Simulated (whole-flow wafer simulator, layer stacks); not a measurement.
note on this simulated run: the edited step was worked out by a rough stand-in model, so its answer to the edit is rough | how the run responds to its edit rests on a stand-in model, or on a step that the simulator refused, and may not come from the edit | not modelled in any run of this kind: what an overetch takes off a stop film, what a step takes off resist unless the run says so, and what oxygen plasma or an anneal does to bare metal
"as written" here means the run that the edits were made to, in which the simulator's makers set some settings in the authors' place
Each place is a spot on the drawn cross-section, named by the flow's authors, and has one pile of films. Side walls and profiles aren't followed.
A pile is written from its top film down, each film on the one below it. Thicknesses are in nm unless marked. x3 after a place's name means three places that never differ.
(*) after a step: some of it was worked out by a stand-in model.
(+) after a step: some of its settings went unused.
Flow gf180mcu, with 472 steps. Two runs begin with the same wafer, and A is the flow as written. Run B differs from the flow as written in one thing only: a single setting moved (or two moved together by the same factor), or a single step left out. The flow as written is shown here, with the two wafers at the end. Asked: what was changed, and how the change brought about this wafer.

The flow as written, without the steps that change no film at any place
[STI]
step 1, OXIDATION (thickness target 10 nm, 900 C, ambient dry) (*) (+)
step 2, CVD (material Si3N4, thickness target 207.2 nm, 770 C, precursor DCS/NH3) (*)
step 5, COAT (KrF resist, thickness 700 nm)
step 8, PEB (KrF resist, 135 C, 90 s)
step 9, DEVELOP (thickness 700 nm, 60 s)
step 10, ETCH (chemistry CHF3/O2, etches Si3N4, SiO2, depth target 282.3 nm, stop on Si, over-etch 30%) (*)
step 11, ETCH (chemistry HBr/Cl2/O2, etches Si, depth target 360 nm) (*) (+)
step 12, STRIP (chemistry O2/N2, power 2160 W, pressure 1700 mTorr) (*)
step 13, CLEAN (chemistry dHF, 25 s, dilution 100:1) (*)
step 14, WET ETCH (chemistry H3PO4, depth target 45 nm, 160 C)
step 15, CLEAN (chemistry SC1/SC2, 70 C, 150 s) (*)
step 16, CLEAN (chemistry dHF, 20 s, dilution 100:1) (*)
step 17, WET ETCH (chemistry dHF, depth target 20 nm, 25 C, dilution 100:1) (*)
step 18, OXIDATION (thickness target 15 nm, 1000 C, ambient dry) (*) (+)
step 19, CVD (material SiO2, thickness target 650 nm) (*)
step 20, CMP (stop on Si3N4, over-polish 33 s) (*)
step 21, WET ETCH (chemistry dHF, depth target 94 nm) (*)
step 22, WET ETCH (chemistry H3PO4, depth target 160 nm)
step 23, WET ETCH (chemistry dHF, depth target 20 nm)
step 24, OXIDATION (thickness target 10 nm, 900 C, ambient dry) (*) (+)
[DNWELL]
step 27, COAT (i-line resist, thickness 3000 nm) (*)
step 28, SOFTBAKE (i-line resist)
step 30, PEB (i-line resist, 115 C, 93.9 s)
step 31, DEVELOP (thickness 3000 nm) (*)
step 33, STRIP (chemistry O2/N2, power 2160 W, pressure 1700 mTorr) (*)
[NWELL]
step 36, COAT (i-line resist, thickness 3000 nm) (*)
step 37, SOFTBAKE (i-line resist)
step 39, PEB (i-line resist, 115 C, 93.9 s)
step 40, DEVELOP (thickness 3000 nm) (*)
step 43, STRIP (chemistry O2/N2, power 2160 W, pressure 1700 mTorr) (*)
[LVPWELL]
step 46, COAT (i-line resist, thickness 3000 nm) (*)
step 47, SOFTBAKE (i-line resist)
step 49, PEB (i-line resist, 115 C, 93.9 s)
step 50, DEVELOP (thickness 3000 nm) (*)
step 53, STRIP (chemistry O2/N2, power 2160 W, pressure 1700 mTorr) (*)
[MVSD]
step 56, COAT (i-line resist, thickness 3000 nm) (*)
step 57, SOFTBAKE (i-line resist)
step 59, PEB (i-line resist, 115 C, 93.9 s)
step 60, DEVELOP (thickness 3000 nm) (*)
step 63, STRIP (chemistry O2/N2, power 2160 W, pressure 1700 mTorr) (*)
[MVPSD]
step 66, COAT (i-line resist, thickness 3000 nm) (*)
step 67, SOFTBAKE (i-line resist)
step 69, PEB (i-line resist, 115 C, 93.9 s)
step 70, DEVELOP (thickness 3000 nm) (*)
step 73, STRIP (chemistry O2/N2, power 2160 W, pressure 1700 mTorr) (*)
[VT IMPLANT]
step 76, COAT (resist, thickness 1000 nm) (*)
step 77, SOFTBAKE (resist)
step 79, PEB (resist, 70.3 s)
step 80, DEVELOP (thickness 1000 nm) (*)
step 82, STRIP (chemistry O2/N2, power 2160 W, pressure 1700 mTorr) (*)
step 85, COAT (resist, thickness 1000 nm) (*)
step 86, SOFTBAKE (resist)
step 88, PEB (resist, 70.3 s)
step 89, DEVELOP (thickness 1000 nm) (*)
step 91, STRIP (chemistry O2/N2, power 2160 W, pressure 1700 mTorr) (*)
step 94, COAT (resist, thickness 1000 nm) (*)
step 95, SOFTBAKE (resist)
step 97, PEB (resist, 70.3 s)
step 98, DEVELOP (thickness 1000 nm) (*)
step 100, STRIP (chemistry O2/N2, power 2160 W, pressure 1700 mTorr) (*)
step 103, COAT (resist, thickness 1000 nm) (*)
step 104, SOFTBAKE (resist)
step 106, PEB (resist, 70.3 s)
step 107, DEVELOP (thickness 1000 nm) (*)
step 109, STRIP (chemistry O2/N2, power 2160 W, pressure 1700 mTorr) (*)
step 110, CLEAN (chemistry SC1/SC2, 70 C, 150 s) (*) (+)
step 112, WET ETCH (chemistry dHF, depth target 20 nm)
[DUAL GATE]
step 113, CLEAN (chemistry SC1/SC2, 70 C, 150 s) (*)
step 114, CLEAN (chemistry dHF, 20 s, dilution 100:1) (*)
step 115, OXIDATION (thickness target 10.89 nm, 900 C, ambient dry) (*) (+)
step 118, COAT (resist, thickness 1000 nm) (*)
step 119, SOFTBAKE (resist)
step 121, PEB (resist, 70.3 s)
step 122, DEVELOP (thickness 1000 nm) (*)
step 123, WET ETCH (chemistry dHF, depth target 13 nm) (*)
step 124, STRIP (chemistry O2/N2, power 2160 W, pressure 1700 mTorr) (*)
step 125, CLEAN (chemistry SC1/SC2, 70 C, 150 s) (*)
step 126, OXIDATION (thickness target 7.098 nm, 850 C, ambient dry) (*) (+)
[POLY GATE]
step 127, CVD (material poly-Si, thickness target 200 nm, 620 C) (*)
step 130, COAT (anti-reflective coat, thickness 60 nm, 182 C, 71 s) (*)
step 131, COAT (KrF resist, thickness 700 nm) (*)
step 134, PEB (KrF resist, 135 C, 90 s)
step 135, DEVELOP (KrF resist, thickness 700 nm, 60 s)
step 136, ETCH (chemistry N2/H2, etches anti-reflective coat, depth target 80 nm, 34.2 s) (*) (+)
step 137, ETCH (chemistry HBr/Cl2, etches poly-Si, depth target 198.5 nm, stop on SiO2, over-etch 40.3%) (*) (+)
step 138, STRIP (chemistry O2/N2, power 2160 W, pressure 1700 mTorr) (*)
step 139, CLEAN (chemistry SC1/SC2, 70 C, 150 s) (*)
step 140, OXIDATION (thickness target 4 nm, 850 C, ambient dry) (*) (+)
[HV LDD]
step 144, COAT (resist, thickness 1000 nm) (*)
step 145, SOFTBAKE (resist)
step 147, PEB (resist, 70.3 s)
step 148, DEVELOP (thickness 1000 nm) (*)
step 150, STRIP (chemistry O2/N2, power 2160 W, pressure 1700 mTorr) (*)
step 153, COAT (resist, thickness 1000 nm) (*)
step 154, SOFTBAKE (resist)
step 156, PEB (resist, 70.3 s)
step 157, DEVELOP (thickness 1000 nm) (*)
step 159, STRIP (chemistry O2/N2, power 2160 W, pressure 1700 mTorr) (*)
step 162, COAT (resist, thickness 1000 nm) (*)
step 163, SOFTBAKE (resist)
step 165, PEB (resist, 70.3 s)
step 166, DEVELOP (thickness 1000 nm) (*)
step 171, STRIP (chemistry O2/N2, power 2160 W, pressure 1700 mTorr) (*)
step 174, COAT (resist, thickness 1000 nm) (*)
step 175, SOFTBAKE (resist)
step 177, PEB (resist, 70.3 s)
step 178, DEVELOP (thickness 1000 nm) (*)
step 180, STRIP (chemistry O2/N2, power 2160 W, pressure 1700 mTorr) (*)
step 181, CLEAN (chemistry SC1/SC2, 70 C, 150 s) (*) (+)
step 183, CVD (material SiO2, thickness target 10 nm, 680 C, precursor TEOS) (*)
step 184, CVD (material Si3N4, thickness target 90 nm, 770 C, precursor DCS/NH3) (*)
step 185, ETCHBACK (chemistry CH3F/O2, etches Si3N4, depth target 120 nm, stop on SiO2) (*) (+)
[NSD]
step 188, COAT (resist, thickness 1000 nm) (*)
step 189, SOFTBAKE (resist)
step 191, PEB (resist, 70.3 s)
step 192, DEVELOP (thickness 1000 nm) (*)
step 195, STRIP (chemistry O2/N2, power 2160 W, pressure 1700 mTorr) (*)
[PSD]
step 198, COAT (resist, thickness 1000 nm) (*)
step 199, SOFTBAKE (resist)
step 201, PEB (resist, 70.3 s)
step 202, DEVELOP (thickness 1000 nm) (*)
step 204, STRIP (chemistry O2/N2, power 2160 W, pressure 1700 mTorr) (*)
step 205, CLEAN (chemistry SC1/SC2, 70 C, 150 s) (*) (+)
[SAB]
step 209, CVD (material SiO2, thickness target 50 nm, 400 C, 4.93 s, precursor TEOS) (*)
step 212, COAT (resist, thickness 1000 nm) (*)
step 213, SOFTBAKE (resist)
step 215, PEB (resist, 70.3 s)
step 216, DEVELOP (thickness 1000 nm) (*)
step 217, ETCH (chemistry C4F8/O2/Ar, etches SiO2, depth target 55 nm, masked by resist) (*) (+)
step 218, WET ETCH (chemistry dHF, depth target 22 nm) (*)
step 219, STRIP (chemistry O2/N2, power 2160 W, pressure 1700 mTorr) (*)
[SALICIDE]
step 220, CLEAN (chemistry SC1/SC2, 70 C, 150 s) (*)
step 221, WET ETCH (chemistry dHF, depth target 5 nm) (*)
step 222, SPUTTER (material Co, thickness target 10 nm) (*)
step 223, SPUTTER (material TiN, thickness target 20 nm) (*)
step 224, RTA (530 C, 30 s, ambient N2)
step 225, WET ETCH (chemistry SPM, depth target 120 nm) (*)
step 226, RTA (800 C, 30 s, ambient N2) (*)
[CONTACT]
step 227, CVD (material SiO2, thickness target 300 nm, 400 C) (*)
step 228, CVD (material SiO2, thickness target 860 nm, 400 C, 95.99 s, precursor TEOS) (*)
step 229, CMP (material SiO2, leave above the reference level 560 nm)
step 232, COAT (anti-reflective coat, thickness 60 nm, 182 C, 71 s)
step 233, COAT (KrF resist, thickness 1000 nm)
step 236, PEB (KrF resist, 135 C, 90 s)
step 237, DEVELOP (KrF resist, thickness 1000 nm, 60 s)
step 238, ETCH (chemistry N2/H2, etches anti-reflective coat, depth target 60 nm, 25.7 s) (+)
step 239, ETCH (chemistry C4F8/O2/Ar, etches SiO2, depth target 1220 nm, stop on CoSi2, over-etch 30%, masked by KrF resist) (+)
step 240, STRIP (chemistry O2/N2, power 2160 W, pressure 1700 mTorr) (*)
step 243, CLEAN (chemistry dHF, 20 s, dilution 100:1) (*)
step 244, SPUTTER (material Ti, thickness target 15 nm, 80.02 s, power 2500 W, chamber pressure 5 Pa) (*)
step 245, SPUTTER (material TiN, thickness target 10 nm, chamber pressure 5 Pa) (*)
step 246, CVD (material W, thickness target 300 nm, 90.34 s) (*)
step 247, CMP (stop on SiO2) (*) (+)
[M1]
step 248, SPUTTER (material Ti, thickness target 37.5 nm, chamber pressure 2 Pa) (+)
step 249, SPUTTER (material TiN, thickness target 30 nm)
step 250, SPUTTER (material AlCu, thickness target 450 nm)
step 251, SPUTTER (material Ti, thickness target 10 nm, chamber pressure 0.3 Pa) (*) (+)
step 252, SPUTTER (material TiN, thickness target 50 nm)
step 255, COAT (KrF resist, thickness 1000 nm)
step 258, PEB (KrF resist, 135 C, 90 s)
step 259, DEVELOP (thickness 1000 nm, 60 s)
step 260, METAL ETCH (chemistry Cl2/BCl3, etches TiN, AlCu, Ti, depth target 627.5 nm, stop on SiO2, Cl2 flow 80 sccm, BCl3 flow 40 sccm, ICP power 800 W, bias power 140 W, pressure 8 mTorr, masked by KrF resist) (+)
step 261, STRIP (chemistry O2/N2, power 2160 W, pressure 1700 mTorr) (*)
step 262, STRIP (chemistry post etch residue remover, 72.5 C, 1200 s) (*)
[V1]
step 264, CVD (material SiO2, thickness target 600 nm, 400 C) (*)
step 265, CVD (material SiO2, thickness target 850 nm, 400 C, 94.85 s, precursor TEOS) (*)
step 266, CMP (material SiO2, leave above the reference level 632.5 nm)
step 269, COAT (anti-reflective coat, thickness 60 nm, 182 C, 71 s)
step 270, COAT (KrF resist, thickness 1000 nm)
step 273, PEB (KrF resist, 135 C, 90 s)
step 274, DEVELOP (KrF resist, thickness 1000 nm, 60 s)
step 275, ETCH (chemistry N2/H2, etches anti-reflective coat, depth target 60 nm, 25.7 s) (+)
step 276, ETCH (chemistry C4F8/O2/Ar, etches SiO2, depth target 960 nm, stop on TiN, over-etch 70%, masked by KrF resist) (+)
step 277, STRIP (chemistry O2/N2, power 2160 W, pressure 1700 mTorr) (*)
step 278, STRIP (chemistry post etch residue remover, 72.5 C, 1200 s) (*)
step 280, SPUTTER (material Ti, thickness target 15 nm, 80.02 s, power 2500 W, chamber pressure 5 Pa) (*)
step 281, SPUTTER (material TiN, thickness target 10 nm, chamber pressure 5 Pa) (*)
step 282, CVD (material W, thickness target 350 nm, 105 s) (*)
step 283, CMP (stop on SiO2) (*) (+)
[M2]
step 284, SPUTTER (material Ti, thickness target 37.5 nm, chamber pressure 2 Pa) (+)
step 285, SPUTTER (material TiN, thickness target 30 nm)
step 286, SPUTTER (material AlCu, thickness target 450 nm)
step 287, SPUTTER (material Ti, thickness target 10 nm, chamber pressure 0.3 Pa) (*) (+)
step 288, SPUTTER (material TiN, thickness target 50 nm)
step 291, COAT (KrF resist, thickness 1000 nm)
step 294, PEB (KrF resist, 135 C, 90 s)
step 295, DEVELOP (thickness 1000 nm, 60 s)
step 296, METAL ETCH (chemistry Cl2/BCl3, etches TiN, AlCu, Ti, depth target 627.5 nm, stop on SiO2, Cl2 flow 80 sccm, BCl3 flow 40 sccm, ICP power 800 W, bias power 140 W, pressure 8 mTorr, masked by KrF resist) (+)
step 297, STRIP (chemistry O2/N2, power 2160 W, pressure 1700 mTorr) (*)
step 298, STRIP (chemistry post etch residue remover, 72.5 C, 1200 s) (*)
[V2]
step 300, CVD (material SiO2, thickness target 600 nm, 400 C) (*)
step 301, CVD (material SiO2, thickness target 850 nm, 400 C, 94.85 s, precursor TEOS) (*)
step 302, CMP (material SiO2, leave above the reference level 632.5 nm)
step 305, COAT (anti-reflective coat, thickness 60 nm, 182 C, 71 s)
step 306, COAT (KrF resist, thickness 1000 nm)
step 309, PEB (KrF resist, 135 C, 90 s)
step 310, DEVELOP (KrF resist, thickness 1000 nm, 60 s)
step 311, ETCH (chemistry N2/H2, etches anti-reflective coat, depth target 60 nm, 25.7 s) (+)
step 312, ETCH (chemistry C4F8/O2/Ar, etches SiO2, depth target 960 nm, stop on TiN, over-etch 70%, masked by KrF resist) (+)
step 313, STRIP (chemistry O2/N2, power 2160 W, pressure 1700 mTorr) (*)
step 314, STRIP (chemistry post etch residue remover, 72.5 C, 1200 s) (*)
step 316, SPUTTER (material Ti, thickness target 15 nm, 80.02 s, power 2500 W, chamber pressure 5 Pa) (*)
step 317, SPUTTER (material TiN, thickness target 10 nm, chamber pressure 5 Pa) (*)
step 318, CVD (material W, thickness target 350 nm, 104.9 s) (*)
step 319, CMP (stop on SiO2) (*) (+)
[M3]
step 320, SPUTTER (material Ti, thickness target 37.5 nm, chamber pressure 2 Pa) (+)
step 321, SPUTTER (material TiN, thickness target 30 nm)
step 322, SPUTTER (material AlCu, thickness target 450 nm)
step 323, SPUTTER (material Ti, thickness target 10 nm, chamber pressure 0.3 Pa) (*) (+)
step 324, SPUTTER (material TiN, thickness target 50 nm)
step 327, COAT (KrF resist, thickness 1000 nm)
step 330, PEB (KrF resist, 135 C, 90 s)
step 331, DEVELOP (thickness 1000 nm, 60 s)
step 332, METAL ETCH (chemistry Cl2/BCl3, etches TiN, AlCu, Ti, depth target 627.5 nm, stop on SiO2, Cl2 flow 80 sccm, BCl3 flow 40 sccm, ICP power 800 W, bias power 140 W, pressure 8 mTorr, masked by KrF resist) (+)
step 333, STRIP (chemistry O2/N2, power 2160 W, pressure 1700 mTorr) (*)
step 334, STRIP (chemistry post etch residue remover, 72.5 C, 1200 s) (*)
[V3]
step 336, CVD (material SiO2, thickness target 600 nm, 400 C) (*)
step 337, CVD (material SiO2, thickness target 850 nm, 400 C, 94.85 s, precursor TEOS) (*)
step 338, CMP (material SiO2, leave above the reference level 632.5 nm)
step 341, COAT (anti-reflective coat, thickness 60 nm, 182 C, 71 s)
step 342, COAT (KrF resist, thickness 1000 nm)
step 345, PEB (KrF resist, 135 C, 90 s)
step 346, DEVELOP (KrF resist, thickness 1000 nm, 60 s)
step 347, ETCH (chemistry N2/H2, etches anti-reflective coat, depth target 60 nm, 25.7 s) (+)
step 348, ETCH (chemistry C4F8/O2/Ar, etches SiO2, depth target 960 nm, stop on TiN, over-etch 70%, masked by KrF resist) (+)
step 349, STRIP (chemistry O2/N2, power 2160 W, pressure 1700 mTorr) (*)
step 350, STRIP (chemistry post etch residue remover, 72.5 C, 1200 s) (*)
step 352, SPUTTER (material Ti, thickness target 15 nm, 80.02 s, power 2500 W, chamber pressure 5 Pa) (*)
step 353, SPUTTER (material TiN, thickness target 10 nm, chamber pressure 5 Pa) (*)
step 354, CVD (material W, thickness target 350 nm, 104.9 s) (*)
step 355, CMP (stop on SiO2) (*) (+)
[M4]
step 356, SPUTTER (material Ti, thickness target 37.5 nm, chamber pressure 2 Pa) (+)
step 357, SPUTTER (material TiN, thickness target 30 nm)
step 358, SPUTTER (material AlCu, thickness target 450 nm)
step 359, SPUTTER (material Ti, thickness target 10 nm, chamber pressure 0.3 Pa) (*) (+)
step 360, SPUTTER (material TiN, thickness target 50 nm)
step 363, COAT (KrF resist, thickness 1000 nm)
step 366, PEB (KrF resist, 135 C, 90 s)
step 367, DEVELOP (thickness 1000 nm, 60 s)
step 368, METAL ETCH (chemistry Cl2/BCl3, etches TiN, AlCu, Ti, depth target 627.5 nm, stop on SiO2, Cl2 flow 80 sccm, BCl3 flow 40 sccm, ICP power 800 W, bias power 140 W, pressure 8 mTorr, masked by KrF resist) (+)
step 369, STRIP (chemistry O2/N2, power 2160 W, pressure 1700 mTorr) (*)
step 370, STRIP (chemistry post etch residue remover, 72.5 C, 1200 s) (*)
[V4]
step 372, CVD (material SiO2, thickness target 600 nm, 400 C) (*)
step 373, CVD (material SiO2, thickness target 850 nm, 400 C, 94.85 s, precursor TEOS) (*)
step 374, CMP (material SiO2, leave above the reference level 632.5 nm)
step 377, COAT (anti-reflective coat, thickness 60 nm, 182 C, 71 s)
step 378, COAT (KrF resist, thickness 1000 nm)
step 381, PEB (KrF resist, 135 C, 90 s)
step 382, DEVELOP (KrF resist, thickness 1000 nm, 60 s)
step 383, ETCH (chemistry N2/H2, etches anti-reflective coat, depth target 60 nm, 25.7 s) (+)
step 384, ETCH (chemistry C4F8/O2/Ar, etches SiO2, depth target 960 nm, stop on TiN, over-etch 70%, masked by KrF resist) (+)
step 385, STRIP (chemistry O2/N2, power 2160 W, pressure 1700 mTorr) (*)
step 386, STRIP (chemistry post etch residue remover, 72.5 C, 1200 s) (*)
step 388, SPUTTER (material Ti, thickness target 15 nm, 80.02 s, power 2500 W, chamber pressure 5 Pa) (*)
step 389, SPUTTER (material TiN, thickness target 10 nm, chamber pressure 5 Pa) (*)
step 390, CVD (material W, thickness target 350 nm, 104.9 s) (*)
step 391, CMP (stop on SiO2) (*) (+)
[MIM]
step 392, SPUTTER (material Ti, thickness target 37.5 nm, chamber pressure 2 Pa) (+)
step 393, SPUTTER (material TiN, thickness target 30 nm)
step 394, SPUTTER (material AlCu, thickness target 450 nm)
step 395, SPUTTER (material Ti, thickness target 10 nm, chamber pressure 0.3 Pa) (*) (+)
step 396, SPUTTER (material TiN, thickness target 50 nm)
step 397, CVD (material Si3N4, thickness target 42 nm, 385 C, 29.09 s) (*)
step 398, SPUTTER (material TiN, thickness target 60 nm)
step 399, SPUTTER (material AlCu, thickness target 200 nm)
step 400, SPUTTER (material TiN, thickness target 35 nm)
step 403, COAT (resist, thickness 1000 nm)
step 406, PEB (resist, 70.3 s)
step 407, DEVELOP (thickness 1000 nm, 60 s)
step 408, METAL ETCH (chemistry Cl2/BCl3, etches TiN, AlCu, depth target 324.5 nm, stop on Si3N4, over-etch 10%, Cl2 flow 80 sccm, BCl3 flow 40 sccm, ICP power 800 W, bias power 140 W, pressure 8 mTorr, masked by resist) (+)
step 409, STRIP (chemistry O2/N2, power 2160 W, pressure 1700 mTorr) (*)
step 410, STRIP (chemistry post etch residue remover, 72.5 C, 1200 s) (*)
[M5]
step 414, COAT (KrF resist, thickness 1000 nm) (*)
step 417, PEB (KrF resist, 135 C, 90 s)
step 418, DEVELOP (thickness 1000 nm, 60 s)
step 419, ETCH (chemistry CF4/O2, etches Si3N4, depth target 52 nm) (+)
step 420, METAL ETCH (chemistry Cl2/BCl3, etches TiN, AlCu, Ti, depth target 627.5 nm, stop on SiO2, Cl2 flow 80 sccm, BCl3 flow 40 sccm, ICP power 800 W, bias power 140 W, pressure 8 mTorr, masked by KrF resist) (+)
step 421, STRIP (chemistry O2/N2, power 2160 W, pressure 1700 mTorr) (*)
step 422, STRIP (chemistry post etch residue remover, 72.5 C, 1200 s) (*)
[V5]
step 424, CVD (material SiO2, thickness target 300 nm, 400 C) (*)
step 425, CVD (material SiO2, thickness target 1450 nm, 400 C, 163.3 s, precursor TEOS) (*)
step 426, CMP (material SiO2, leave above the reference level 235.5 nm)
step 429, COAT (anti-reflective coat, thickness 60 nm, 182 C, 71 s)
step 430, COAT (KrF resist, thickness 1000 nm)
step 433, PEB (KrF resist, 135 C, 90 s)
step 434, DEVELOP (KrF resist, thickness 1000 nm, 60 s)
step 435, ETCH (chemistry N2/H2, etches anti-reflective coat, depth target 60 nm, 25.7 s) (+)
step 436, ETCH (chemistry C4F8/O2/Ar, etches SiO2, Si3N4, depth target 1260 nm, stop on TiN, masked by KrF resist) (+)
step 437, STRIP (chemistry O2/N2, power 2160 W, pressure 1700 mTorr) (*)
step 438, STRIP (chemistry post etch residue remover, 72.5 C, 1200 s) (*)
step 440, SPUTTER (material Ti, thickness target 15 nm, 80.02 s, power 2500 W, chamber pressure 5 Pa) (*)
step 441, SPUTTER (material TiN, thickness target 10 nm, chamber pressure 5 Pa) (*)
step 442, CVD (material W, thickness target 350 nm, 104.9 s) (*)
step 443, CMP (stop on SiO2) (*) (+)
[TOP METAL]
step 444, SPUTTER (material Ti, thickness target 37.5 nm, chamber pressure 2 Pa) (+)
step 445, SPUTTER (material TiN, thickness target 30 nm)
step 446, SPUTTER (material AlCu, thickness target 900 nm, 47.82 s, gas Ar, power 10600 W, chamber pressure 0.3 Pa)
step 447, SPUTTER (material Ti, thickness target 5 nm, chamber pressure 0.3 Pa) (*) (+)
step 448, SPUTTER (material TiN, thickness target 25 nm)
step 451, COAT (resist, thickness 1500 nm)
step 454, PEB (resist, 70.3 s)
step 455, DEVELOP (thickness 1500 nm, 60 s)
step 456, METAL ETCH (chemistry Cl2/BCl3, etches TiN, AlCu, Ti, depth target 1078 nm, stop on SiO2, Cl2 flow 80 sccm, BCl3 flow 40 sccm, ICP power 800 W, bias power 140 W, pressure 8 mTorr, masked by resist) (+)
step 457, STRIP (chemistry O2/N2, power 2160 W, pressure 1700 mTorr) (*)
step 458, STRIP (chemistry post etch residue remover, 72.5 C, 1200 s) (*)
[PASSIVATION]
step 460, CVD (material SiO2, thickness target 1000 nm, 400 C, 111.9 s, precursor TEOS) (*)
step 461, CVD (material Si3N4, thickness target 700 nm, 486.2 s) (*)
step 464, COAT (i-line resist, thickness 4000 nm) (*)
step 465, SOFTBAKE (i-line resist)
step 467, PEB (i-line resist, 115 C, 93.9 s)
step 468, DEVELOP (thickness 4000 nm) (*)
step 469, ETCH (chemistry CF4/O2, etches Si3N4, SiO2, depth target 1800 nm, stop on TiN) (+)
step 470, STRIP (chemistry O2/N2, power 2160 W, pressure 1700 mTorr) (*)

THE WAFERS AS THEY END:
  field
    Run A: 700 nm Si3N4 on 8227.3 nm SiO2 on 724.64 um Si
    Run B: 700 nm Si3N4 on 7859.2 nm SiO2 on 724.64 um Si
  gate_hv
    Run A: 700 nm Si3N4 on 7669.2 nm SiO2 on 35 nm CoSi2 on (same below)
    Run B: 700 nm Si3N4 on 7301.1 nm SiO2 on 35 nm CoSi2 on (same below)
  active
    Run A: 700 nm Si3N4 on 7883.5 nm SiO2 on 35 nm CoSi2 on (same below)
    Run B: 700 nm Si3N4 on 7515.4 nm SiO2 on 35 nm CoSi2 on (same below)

The reason: step 460, CVD: thickness target 625 nm was run, while the flow as written has thickness target 1000 nm; step 460, CVD: 69.97 s was run, where the flow has 111.9 s.

The path from the change to this, step by step:
  step 460, CVD (material SiO2, thickness target 1000 nm, 400 C, 111.9 s, precursor TEOS) (*)
      field, field__w1, field__w2 and 103 more: A SiO2 gains 1000 | B SiO2 gains 631.9
      field__w8, contact, m1, m1__w1, pad, m1_nw: A SiO2 gains 1000 (new film) | B SiO2 gains 631.9 (new film)
  step 465, SOFTBAKE (i-line resist)
      gate: A i-line resist gains 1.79 | B i-line resist loses 0.33
      field__w11, field__w13: A i-line resist gains 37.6 | B i-line resist gains 31
      (as well as at 58 more places)
  step 469, ETCH (chemistry CF4/O2, etches Si3N4, SiO2, depth target 1800 nm, stop on TiN) (+)
      pad: A Si3N4 loses 700 (all of it), SiO2 loses 1000 (all of it) | B Si3N4 loses 700 (all of it), SiO2 loses 631.9 (all of it)
